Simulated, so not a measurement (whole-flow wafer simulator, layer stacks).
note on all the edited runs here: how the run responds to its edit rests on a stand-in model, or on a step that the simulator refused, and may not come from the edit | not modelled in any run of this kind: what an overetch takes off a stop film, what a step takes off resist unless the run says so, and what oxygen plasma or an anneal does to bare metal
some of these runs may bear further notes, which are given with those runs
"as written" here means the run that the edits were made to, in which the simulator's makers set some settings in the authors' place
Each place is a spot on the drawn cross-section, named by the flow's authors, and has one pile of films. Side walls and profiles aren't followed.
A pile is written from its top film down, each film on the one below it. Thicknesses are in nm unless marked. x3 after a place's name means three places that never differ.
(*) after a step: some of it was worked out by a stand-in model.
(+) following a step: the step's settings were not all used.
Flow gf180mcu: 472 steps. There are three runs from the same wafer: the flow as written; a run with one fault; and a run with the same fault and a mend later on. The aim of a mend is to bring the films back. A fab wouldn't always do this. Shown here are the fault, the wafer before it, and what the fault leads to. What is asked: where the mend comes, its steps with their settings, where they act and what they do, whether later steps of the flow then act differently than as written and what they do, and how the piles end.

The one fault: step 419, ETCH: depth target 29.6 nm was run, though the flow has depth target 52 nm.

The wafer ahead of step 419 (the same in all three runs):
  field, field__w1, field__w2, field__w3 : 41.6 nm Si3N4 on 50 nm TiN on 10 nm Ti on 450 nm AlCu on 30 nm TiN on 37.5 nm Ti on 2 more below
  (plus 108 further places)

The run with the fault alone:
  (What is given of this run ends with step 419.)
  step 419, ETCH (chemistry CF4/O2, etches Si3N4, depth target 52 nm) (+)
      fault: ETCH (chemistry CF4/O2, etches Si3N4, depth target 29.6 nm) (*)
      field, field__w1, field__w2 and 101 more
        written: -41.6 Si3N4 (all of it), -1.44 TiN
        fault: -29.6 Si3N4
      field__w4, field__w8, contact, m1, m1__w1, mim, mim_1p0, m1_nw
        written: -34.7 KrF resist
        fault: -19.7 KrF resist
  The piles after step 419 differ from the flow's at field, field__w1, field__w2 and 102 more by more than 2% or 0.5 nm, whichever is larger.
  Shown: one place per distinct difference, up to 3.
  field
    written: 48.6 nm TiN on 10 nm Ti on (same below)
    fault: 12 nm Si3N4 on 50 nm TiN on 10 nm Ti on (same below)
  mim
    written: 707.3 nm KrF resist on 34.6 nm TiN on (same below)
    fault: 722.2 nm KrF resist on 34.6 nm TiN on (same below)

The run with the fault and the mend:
  After step 419 comes the mend.
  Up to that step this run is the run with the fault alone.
  step 419a, ETCH (chemistry CF4/O2, etches Si3N4, depth target 22.4 nm) (*) (+) (a further turn of the flow's step 419, with different settings)
      field, field__w1, field__w2 and 101 more
        -12 Si3N4 (all of it), -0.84 TiN
      field__w4, field__w8, contact, m1, m1__w1, mim, mim_1p0, m1_nw
        -12 KrF resist
  None of the later steps of the flow differs from how it acts as written, at any place that is followed, by more than 2% or 0.5 nm, whichever is larger.
  The piles end the same as the flow's at every place that both follow.
